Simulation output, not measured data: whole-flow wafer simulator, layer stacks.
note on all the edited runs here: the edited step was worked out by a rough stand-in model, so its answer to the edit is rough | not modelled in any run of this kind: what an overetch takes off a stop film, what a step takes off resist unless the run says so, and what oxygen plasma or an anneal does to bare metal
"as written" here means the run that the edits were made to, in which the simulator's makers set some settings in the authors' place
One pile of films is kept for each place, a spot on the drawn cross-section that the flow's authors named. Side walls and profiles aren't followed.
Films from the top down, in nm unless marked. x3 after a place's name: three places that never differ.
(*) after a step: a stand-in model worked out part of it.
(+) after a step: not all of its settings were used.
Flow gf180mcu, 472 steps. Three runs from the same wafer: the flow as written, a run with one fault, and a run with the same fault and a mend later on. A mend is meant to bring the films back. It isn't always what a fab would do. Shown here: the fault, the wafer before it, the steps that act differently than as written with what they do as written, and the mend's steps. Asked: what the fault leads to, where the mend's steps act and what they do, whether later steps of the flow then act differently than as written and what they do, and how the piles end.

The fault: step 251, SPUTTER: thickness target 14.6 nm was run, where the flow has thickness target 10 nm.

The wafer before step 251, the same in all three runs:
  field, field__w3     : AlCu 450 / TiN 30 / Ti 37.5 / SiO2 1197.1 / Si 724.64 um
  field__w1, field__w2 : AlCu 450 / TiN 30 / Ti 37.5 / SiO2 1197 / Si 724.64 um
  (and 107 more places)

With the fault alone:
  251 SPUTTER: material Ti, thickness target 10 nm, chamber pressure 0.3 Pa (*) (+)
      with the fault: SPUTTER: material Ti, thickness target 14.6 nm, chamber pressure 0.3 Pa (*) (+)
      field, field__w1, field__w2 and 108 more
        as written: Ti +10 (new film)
        with the fault: Ti +14.6 (new film)
  Later steps of the flow that act differently than as written (5 more steps differ only slightly, by at most 2% or 0.5 nm, whichever is larger, and aren't shown):
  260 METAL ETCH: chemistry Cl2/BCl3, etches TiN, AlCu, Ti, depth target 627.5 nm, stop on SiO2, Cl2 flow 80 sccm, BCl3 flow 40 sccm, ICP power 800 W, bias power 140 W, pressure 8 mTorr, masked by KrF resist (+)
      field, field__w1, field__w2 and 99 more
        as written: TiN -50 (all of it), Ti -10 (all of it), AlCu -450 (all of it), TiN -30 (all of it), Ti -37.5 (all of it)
        with the fault: TiN -50 (all of it), Ti -14.6 (all of it), AlCu -450 (all of it), TiN -30 (all of it), Ti -37.5 (all of it)
  At the end the piles differ from the flow's by more than 2% or 0.5 nm, whichever is larger, at field__w8, contact, m1 and 6 more.
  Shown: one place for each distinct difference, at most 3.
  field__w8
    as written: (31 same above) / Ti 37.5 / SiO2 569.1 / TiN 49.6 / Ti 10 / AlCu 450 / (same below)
    with the fault: (31 same above) / Ti 37.5 / SiO2 564.5 / TiN 49.6 / Ti 14.6 / AlCu 450 / (same below)
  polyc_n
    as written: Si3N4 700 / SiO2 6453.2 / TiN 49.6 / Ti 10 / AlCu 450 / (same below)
    with the fault: Si3N4 700 / SiO2 6448.6 / TiN 49.6 / Ti 14.6 / AlCu 450 / (same below)
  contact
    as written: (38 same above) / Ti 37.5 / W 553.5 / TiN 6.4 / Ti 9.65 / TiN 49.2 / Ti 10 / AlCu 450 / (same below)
    with the fault: (38 same above) / Ti 37.5 / W 548.9 / TiN 6.42 / Ti 9.68 / TiN 49.2 / Ti 14.6 / AlCu 450 / (same below)

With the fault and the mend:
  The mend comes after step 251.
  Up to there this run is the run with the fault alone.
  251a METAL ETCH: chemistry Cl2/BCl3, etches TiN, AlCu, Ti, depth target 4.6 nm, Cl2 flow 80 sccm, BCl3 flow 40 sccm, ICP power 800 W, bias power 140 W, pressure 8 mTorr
      field, field__w1, field__w2 and 108 more
        Ti -4.6
  No later step of the flow acts differently than as written at any place that is followed.
  At the end the piles are the same as the flow's at every place that both follow.
